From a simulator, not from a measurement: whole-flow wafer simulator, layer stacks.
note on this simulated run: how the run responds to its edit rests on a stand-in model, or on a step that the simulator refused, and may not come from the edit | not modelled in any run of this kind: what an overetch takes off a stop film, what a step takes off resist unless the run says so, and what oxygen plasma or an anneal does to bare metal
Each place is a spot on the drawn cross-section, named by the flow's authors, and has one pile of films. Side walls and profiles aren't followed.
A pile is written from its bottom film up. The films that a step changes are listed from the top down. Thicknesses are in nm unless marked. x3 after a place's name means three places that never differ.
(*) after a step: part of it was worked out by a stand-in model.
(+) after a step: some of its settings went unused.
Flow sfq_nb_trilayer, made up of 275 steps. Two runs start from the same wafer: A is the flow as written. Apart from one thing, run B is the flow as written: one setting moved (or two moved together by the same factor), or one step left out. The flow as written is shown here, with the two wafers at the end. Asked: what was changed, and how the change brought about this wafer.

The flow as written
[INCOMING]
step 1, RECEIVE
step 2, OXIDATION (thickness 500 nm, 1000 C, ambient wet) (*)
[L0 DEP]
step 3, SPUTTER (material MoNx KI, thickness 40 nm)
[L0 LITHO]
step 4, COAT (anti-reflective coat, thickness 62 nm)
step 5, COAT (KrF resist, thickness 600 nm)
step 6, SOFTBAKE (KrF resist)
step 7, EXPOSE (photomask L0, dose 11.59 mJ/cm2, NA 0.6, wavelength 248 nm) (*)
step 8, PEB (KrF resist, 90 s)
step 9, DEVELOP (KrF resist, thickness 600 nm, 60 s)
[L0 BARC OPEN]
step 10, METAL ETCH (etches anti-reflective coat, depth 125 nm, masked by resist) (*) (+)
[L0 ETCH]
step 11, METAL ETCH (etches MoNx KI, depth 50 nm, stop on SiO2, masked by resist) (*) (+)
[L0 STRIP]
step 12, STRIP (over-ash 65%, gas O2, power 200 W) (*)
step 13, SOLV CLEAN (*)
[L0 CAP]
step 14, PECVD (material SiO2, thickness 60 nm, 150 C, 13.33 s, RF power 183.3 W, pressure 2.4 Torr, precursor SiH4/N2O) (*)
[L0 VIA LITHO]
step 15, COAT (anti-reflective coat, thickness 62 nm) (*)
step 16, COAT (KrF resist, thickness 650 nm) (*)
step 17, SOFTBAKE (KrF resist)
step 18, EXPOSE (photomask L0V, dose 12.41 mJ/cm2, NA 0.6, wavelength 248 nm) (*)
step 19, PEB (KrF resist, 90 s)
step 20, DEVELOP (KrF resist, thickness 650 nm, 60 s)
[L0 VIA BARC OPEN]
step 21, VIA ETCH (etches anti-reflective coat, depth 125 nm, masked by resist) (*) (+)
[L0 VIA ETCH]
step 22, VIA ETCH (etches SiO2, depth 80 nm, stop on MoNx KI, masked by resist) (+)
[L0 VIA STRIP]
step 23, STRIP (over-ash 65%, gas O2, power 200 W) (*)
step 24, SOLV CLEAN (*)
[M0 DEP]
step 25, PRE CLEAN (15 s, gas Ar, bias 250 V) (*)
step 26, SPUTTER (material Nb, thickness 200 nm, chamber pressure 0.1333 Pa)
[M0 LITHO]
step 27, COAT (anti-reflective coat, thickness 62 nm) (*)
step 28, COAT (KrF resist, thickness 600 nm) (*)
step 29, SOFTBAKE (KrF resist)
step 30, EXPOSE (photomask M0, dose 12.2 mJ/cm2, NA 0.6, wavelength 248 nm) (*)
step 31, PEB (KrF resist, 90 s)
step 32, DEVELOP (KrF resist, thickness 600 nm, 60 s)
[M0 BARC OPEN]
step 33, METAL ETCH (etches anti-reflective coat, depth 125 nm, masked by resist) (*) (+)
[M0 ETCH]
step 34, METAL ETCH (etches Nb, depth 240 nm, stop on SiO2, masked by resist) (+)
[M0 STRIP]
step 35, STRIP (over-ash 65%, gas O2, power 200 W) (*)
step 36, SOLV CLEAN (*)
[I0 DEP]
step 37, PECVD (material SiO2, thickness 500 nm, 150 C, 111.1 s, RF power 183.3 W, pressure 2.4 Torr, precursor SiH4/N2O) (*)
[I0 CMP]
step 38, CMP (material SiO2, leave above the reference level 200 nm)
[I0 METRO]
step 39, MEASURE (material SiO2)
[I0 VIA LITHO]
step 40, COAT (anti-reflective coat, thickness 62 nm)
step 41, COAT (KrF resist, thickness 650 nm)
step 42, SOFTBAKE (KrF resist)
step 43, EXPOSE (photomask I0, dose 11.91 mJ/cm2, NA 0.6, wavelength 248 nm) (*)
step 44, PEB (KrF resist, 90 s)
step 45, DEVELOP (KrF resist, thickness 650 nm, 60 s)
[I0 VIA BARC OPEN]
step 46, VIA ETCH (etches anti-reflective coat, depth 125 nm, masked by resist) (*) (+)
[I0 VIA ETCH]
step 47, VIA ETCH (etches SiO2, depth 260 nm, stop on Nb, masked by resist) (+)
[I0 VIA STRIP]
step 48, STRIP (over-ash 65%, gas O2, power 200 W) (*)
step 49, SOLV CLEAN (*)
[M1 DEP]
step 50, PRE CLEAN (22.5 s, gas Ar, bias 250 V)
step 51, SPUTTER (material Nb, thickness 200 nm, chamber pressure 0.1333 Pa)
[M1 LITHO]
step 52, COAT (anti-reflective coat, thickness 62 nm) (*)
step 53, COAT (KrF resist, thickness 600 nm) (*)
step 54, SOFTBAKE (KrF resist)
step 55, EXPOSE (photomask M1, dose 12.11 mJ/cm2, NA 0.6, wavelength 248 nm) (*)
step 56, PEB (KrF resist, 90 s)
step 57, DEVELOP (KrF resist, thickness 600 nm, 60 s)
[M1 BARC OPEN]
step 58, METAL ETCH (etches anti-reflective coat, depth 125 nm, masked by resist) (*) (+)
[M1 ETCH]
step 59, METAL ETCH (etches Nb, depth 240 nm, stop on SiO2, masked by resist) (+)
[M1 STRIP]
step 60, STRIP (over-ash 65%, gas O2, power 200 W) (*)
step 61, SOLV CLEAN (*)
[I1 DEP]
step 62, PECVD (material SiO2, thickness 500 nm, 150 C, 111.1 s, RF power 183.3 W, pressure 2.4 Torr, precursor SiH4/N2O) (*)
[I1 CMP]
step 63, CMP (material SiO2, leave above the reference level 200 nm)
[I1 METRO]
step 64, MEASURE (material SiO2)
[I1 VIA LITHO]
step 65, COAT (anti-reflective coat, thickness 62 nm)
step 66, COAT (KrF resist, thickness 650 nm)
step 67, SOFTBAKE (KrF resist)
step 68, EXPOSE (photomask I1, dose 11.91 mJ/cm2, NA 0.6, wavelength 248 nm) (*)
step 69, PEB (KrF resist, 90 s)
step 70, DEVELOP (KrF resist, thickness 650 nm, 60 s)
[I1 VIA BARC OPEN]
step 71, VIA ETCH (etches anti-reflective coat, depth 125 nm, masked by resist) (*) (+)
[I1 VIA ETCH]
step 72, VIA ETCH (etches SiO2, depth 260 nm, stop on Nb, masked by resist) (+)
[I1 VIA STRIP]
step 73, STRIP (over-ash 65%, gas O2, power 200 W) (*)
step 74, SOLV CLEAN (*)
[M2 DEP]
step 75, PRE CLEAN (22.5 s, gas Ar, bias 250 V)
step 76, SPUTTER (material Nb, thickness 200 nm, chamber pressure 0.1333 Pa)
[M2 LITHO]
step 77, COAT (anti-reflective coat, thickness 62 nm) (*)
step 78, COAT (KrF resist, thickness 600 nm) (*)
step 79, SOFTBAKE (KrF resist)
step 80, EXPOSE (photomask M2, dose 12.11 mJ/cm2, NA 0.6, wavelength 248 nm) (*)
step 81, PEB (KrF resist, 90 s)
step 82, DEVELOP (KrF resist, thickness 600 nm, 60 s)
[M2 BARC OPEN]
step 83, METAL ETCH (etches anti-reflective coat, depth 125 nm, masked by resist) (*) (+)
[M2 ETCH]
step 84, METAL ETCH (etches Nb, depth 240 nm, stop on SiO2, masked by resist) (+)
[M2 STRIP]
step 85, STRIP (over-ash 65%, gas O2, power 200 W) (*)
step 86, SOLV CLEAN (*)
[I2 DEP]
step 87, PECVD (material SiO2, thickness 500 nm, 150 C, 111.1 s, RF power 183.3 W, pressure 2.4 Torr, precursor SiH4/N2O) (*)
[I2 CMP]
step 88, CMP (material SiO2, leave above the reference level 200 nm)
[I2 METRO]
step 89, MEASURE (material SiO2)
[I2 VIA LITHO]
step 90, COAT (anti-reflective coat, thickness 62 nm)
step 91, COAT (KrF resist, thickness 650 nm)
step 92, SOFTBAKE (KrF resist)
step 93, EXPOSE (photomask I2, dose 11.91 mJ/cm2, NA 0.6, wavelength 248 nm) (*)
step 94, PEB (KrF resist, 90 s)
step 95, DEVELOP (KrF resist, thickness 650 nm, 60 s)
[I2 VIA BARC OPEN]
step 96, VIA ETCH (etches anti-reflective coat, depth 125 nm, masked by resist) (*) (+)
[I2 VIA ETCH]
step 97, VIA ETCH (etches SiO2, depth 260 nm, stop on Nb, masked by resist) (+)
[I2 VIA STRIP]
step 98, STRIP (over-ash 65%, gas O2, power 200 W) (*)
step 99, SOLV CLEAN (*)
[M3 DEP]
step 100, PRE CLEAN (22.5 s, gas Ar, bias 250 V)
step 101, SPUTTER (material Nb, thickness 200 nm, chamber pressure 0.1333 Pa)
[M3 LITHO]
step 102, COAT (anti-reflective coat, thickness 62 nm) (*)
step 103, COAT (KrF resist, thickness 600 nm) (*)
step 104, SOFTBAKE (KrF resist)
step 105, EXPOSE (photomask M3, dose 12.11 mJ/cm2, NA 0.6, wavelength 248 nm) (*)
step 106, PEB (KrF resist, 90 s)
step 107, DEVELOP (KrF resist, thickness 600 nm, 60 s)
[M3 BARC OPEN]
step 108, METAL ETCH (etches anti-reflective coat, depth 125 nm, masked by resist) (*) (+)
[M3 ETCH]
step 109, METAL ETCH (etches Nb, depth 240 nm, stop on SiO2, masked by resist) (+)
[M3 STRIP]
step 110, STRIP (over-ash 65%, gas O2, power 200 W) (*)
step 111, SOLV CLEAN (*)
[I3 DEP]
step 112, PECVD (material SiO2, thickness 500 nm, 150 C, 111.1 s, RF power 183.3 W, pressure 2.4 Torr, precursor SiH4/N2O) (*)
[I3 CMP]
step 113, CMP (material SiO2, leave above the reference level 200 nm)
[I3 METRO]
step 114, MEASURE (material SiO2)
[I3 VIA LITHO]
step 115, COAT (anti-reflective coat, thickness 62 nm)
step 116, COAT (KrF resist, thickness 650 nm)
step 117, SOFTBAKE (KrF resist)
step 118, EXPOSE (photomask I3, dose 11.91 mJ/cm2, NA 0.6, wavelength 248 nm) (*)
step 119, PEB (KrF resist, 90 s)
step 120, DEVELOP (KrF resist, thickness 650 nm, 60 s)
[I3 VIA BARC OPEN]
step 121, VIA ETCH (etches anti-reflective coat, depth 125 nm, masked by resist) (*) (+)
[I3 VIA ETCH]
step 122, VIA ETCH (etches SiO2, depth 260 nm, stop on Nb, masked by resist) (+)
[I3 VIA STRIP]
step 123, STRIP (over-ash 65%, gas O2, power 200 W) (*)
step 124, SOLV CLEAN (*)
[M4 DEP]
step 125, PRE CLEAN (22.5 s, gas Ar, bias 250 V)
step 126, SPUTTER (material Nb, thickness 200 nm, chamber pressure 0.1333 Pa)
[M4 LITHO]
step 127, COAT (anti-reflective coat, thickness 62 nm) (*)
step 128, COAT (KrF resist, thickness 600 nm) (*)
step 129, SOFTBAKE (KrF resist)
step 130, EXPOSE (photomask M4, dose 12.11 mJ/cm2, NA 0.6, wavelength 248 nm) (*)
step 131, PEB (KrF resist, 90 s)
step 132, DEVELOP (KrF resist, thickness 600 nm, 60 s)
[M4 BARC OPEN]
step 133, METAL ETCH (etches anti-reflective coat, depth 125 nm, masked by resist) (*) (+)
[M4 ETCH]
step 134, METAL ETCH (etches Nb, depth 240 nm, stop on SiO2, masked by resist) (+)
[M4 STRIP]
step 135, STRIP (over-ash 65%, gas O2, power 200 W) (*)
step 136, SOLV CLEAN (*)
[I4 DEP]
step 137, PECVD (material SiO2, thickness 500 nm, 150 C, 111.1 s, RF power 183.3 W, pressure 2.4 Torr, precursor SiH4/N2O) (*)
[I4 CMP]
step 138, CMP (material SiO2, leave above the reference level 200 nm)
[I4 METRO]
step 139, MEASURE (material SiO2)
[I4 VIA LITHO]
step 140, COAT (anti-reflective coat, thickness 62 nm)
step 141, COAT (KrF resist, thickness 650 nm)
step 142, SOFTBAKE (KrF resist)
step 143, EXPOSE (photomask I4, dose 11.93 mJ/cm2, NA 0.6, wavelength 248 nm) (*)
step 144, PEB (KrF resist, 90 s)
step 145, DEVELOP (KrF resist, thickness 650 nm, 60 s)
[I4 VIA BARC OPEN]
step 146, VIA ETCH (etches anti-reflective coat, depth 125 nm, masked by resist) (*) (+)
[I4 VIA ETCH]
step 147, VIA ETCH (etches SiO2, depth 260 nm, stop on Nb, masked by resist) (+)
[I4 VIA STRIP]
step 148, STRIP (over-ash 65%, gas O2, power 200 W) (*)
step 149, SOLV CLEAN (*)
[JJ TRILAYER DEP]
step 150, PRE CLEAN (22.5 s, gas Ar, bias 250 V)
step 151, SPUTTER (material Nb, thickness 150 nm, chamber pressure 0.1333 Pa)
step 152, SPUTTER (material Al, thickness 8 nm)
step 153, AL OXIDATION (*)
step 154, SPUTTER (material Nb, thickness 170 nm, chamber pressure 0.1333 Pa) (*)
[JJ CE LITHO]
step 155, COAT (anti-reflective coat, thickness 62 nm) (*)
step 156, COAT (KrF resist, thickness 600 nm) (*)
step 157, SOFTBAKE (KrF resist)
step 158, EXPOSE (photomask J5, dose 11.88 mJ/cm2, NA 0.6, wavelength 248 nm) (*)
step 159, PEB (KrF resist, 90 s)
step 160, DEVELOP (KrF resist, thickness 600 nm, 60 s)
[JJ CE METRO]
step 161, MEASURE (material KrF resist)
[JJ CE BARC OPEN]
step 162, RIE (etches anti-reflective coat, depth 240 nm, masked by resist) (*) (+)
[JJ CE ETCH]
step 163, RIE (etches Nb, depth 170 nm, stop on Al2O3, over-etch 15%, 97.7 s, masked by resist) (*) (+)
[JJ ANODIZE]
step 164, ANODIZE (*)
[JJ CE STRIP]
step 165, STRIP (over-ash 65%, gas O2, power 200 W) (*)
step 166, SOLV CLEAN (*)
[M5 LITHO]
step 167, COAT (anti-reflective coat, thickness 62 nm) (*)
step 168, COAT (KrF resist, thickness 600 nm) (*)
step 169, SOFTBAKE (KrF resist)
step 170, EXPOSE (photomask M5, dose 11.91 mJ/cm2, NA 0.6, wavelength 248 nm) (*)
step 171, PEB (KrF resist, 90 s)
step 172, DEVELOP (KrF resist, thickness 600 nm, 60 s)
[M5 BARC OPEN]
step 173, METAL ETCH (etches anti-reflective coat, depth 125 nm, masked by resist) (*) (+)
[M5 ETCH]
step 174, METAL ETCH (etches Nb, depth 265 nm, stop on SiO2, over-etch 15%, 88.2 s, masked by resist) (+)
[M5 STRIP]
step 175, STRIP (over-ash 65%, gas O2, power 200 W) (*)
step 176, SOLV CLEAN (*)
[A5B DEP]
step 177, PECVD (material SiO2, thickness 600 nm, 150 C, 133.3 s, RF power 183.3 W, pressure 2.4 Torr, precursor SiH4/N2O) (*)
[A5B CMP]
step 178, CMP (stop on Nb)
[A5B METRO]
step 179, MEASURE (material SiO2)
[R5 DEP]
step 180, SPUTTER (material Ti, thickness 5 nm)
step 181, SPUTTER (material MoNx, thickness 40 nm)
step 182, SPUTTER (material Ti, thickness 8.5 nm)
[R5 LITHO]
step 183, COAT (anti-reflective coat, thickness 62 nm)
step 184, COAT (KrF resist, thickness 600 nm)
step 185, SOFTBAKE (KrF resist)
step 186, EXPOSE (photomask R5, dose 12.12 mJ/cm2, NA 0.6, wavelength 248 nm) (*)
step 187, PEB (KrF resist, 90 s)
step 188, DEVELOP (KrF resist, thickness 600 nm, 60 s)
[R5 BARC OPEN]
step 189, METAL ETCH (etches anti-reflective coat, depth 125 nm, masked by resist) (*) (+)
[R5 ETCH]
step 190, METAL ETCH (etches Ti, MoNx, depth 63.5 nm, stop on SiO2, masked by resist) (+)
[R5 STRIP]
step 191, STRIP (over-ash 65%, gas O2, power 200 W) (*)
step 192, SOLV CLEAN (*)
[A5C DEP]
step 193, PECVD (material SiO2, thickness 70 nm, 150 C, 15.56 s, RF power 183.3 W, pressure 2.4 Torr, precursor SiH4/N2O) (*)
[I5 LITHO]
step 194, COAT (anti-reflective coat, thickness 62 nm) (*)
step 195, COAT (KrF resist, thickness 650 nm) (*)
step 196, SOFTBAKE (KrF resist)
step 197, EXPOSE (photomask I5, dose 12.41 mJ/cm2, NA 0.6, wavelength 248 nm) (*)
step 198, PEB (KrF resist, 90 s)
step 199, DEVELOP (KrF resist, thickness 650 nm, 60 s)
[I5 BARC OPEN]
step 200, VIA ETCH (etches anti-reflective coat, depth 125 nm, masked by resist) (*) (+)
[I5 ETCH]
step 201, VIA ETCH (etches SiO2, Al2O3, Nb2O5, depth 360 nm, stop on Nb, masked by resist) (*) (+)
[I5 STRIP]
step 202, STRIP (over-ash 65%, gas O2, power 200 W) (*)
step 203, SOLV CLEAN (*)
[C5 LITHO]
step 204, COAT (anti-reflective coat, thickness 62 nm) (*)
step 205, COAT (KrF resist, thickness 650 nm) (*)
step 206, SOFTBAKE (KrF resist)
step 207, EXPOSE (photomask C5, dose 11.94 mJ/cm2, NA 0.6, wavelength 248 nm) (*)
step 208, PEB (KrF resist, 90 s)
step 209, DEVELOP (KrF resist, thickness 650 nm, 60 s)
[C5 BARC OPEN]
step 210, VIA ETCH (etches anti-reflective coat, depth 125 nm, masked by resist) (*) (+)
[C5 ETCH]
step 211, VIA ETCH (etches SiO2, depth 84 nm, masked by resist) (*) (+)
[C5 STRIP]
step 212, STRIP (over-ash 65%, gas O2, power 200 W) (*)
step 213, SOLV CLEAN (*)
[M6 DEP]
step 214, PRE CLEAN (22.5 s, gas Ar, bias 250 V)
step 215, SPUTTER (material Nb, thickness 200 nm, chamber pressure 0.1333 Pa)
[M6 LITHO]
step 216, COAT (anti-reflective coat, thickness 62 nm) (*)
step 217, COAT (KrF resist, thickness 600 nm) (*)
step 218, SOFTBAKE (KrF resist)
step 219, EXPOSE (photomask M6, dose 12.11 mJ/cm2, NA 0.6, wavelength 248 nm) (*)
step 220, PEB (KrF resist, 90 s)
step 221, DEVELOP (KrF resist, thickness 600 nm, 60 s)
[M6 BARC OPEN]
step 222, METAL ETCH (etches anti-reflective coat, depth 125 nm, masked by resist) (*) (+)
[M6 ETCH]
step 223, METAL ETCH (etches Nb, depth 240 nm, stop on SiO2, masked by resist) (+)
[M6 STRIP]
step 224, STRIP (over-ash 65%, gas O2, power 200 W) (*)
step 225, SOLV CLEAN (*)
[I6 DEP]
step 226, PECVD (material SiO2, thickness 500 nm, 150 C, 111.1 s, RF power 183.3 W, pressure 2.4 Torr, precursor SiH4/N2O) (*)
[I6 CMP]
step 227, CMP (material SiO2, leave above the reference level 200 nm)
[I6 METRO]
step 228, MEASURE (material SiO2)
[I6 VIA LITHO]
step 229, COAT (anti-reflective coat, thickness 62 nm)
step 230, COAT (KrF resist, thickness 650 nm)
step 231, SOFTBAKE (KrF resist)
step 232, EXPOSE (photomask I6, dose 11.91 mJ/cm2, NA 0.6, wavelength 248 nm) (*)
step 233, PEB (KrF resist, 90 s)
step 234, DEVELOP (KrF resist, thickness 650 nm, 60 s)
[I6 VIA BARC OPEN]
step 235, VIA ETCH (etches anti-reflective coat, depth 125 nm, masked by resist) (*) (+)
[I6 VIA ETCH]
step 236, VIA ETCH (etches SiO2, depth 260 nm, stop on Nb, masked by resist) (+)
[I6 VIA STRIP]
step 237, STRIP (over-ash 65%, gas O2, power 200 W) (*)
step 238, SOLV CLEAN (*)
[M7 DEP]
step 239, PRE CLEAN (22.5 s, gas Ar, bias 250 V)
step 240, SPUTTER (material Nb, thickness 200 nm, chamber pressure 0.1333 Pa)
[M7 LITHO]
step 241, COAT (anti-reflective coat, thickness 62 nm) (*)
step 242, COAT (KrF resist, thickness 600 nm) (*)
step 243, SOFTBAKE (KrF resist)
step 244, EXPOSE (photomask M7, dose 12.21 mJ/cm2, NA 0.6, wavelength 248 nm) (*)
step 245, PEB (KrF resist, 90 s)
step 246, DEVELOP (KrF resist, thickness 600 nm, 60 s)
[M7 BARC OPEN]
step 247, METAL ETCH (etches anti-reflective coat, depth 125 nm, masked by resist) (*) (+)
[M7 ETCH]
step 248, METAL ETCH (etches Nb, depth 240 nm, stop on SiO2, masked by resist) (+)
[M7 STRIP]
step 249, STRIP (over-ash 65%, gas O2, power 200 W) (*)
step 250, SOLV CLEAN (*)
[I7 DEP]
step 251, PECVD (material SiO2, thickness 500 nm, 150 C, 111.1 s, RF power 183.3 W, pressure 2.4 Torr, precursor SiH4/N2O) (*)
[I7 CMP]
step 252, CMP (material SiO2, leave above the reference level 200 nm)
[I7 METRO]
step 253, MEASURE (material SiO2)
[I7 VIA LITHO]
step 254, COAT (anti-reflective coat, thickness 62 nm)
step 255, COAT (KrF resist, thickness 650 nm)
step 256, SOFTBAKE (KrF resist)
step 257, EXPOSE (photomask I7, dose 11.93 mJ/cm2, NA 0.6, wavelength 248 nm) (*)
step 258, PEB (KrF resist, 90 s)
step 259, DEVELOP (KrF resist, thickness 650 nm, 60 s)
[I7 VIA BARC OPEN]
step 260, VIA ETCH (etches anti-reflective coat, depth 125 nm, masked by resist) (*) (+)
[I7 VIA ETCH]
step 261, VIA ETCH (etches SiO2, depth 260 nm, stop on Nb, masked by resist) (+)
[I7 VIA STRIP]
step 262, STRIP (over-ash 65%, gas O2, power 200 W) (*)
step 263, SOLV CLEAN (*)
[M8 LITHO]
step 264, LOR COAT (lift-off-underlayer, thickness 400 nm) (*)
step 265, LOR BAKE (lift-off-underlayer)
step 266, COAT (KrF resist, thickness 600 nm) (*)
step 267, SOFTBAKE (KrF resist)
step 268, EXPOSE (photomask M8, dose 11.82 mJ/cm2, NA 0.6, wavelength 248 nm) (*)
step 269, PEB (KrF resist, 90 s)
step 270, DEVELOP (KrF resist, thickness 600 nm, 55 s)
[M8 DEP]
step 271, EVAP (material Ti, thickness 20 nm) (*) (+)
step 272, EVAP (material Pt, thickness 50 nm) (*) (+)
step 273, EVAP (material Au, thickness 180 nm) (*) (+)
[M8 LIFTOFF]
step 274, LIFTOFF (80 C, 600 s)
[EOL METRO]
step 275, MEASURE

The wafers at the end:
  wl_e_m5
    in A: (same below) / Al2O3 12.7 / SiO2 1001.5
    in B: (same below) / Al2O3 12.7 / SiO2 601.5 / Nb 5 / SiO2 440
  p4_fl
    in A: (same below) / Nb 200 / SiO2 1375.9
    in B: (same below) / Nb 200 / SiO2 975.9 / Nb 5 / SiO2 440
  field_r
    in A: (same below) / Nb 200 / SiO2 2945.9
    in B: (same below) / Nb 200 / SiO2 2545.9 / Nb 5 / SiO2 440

The reason: step 240, SPUTTER: thickness 245 nm was run, while the flow as written has thickness 200 nm.

The path from the change to this, step by step:
  step 240, SPUTTER (material Nb, thickness 200 nm, chamber pressure 0.1333 Pa)
      field_l, v_sur, via_wl and 102 more: A Nb gains 200 (new film) | B Nb gains 245 (new film)
      via_v: A Nb gains 161.1 | B Nb gains 197.6
  step 241, COAT (anti-reflective coat, thickness 62 nm) (*)
      via_v: A anti-reflective coat gains 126 (new film) | B anti-reflective coat gains 129.3 (new film)
  step 248, METAL ETCH (etches Nb, depth 240 nm, stop on SiO2, masked by resist) (+)
      field_l, field_r, lsp_l and 62 more: A Nb loses 200 (all of it) | B Nb loses 240
  step 249, STRIP (over-ash 65%, gas O2, power 200 W) (*)
      via_v: A KrF resist loses 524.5 (all of it), anti-reflective coat loses 126 (all of it) | B KrF resist loses 528.9 (all of it), anti-reflective coat loses 129.3 (all of it)
  step 251, PECVD (material SiO2, thickness 500 nm, 150 C, 111.1 s, RF power 183.3 W, pressure 2.4 Torr, precursor SiH4/N2O) (*)
      field_l, p4_fl, p4_fm and 56 more: A SiO2 gains 500 | B SiO2 gains 500 (new film)
      field_r, lsp_l: A SiO2 gains 477.7 | B SiO2 gains 473.2 (new film)
      (and at 5 other places as well)
  step 252, CMP (material SiO2, leave above the reference level 200 nm)
      field_l, p4_fl, p4_fm and 56 more: A SiO2 loses 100 | B SiO2 loses 60
      field_r, lsp_l: A SiO2 loses 77.7 | B SiO2 loses 33.2
      (and at 3 other places as well)
With metal films that touch counted as one body, wl_e_m5 has 7 bodies (between them, from the top down: SiO2 601.5 / Al2O3 12.7 / Nb2O5 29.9; SiO2 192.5; SiO2 192.5; SiO2 192.5; SiO2 192.5; SiO2 192.5); the flow as written gives 6 bodies (between them, from the top down: SiO2 192.5; SiO2 192.5; SiO2 192.5; SiO2 192.5; SiO2 192.5).
With metal films that touch counted as one body, p4_fl has 3 bodies (between them, from the top down: SiO2 975.9; SiO2 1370); the flow as written gives 2 bodies (between them, from the top down: SiO2 1370).
With metal films that touch counted as one body, field_r has 2 bodies (between them, from the top down: SiO2 2545.9); the flow as written gives 1 body.
